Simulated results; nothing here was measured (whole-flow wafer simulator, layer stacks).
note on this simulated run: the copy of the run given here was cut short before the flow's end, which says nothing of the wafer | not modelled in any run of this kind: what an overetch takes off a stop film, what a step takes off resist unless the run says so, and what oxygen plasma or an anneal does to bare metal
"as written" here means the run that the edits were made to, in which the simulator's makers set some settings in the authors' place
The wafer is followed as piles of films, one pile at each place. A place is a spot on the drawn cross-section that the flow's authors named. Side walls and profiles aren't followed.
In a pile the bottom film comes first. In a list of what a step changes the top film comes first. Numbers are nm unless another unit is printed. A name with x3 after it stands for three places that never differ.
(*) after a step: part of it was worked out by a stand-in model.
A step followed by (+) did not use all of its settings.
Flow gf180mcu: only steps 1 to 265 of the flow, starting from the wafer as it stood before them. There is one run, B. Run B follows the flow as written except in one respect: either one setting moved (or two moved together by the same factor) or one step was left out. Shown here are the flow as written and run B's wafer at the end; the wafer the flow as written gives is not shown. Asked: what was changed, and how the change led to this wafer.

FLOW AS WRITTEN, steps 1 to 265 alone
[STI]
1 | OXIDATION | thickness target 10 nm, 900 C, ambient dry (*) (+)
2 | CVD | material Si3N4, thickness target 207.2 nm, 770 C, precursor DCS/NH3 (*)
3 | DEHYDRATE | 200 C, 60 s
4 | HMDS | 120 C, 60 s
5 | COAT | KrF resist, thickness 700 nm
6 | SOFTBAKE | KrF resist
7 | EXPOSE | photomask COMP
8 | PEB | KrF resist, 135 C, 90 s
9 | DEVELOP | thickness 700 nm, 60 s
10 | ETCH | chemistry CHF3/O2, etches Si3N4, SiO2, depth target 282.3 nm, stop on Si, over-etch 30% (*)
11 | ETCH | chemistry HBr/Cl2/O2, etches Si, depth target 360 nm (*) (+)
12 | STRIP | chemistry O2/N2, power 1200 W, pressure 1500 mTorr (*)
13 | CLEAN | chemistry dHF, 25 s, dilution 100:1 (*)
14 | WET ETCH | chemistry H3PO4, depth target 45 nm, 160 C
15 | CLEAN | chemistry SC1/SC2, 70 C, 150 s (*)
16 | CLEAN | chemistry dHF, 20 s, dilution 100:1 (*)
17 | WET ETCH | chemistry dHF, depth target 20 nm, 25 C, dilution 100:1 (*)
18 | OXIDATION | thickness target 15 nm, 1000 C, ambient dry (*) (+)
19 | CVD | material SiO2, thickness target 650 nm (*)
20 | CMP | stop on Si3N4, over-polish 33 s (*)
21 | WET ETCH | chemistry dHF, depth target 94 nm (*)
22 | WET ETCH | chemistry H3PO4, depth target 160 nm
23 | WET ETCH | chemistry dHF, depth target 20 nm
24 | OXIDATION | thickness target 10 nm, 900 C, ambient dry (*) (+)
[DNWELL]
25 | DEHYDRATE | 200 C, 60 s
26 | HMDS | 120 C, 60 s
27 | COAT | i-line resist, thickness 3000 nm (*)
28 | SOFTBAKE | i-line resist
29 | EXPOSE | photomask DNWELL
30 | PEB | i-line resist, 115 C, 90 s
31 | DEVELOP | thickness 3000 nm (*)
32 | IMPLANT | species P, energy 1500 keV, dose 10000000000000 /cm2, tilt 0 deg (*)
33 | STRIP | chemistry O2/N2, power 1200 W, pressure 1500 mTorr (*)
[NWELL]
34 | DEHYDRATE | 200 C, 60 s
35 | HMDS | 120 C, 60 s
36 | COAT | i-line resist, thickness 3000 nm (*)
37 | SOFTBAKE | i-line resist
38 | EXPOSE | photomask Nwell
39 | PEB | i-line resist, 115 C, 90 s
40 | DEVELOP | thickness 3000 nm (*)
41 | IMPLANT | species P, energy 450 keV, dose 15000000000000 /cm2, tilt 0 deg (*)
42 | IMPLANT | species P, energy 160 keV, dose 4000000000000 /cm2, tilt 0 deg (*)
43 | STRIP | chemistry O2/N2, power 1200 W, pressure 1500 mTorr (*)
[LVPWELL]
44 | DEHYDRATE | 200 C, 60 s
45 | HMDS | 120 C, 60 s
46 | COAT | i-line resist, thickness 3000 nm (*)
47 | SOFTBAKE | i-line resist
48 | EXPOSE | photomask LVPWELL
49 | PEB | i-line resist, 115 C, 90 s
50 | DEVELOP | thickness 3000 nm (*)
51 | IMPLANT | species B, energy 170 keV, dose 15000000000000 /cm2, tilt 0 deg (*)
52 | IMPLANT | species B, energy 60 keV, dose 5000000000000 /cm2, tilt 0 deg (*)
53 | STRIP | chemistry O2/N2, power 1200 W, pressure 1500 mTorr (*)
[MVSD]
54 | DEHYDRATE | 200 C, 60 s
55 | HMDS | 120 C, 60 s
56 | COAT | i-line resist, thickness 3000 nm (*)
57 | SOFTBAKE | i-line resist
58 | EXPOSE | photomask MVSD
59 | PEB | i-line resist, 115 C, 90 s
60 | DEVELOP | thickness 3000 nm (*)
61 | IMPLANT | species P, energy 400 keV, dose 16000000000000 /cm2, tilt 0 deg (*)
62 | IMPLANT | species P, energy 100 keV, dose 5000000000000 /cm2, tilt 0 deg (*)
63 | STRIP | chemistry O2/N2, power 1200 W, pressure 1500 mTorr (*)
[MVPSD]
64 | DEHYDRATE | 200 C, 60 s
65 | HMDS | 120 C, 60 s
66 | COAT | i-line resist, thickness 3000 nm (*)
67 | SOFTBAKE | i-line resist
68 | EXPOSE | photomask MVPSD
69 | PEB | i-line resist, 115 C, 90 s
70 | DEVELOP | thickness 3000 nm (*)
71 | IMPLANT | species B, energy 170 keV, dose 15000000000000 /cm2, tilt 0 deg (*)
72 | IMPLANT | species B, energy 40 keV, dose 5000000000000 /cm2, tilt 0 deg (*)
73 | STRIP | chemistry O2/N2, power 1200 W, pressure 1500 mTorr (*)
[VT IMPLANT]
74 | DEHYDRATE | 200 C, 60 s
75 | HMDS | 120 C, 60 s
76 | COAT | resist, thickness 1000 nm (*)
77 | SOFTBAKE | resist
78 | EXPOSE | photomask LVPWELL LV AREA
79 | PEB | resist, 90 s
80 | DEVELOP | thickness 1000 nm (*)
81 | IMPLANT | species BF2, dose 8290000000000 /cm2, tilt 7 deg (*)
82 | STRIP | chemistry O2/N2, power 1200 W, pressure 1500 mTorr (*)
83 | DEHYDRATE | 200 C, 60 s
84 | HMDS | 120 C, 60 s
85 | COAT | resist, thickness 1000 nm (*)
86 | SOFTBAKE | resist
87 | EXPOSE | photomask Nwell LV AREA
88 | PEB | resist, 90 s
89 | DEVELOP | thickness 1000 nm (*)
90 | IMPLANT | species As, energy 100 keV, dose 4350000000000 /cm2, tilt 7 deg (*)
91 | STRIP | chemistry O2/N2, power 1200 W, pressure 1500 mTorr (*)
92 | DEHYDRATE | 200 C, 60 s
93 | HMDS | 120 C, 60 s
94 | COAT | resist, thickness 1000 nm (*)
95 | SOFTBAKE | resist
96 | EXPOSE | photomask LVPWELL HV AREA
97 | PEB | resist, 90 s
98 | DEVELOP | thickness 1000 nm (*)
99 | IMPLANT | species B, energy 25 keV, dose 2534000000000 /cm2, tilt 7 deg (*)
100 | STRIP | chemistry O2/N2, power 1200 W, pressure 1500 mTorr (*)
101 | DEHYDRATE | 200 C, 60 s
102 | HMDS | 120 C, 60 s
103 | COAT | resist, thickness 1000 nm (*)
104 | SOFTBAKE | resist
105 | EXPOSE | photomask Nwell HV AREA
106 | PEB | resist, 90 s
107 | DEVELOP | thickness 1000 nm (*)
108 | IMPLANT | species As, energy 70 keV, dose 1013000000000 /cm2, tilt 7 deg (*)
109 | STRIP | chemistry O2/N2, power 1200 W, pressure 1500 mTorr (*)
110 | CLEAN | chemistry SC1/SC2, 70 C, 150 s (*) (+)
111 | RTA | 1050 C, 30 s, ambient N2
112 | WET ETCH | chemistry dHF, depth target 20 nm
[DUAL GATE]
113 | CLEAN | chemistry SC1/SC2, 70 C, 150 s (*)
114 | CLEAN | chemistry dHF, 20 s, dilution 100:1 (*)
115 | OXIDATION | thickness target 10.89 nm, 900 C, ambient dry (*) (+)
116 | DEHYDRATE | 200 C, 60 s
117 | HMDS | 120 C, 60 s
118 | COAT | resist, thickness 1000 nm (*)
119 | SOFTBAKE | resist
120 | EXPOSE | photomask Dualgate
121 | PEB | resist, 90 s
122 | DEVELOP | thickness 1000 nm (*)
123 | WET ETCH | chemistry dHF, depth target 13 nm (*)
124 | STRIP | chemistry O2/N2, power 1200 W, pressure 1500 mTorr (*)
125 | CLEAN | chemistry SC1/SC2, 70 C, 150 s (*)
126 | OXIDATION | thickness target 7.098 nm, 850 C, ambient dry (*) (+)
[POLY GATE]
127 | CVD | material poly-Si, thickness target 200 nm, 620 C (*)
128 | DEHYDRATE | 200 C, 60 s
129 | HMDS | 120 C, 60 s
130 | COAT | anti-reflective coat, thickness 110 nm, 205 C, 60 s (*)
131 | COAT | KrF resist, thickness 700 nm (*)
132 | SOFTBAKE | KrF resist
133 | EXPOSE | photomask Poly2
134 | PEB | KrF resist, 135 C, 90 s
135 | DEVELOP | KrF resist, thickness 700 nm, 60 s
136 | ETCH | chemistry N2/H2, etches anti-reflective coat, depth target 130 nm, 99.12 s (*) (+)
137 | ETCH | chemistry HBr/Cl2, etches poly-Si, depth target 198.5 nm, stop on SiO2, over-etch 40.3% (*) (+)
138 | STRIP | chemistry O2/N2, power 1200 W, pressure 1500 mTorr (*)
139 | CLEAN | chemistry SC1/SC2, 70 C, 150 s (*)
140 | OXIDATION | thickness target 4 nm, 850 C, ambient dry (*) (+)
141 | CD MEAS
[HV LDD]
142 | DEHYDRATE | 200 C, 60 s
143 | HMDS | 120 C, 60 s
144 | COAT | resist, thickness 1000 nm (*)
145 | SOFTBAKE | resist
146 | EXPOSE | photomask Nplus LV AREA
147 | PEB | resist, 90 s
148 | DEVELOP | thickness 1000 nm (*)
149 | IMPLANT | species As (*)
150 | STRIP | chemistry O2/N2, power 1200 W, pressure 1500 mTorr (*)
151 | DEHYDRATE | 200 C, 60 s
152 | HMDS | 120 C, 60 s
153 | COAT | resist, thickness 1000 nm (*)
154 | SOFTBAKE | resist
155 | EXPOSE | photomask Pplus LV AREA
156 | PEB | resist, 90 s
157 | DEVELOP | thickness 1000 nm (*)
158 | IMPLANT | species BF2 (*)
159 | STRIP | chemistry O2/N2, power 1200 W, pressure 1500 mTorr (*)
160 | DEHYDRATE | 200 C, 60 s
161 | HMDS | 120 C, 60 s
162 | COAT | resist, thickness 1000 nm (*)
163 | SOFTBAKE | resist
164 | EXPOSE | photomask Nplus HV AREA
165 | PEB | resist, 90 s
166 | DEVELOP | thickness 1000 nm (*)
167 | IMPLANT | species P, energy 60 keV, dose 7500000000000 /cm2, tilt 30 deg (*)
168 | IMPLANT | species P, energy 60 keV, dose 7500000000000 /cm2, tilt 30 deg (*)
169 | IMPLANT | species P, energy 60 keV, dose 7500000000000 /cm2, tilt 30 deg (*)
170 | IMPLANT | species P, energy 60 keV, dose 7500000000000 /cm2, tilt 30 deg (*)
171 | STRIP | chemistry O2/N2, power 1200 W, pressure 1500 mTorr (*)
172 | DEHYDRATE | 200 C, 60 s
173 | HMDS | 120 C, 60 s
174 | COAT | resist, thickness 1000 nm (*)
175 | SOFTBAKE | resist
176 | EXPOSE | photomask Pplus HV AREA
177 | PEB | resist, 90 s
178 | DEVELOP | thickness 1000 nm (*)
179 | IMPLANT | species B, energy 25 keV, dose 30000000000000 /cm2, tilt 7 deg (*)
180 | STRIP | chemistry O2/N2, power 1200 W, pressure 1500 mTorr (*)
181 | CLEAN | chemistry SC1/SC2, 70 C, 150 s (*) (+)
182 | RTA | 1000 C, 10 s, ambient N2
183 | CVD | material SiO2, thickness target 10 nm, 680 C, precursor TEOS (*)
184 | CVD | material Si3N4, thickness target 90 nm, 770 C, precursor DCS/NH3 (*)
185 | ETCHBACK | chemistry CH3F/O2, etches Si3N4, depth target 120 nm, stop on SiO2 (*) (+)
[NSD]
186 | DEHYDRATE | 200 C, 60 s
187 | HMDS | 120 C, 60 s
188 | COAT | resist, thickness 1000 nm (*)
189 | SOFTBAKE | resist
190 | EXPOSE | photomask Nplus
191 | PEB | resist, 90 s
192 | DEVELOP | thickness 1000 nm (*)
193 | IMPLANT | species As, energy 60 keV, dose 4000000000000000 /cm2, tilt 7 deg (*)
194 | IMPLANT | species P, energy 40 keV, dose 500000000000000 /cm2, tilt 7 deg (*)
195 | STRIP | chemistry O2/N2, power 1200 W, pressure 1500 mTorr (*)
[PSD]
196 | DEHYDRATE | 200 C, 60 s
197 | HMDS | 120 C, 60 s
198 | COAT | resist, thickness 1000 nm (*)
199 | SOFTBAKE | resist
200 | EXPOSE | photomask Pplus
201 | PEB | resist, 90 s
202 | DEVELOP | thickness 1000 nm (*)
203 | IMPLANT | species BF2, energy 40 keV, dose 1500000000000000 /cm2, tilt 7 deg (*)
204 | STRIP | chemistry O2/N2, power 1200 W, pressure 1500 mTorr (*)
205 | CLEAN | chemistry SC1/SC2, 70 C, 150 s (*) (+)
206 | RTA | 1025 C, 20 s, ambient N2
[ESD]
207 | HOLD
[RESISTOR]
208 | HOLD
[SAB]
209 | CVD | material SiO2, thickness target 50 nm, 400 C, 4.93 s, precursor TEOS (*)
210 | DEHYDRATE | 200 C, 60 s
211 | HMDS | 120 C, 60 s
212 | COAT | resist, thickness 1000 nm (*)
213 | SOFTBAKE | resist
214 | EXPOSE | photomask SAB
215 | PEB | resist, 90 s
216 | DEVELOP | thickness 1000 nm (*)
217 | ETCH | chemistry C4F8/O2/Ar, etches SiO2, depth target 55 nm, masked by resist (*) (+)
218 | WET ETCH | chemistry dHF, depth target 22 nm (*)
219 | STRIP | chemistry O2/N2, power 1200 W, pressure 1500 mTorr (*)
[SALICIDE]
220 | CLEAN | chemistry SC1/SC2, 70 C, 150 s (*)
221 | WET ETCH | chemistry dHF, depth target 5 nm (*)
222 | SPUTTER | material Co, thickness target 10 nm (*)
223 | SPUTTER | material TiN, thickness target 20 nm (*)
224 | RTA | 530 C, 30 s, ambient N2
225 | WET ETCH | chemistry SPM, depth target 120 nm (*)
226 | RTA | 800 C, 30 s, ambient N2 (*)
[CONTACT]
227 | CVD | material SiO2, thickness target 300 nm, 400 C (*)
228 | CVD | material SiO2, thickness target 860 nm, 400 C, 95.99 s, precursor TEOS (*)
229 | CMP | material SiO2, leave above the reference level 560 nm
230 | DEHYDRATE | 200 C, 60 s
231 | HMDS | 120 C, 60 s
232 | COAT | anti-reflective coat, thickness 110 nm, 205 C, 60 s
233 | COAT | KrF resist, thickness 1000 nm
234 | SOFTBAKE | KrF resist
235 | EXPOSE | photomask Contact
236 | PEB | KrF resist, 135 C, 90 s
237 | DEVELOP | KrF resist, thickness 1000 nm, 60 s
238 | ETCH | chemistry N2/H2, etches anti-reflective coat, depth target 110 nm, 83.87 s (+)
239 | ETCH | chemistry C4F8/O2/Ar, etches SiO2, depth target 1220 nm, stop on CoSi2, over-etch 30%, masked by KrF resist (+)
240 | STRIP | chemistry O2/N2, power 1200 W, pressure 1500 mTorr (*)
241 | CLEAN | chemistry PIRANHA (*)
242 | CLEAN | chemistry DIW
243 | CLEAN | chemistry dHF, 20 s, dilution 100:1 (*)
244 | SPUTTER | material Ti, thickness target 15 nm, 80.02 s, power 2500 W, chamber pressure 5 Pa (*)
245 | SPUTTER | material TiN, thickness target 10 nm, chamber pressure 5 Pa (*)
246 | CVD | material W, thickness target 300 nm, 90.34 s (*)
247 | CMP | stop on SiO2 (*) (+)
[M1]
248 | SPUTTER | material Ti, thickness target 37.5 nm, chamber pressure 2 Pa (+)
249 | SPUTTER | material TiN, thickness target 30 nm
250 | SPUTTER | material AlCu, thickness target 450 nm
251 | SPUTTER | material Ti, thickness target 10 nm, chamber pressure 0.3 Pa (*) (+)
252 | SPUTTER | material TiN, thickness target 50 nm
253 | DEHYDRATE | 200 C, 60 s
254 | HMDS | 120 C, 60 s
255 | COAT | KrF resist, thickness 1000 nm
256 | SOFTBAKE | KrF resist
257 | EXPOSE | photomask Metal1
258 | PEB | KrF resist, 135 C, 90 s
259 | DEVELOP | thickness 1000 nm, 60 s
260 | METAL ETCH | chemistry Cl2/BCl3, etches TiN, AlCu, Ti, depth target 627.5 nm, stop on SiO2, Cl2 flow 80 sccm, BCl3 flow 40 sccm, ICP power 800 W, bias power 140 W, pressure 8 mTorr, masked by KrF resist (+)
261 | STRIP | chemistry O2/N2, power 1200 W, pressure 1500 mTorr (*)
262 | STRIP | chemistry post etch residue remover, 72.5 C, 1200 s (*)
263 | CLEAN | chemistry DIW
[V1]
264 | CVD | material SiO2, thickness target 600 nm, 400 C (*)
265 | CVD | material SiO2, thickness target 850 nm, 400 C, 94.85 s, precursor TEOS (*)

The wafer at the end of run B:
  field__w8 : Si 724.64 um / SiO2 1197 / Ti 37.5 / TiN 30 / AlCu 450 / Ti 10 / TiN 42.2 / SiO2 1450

Cause: step 252, SPUTTER: thickness target 42.6 nm was run, though the flow has thickness target 50 nm.

How this came from the change, step by step:
  252 | SPUTTER | material TiN, thickness target 50 nm
      field, field__w1, field__w2 and 108 more: +42.6 TiN (new film) (it would be, as written: +50 TiN (new film))
  260 | METAL ETCH | chemistry Cl2/BCl3, etches TiN, AlCu, Ti, depth target 627.5 nm, stop on SiO2, Cl2 flow 80 sccm, BCl3 flow 40 sccm, ICP power 800 W, bias power 140 W, pressure 8 mTorr, masked by KrF resist (+)
      field, field__w1, field__w2 and 99 more: -42.6 TiN (all of it), -10 Ti (all of it), -450 AlCu (all of it), -30 TiN (all of it), -37.5 Ti (all of it) (it would be, as written: -50 TiN (all of it), -10 Ti (all of it), -450 AlCu (all of it), -30 TiN (all of it), -37.5 Ti (all of it))
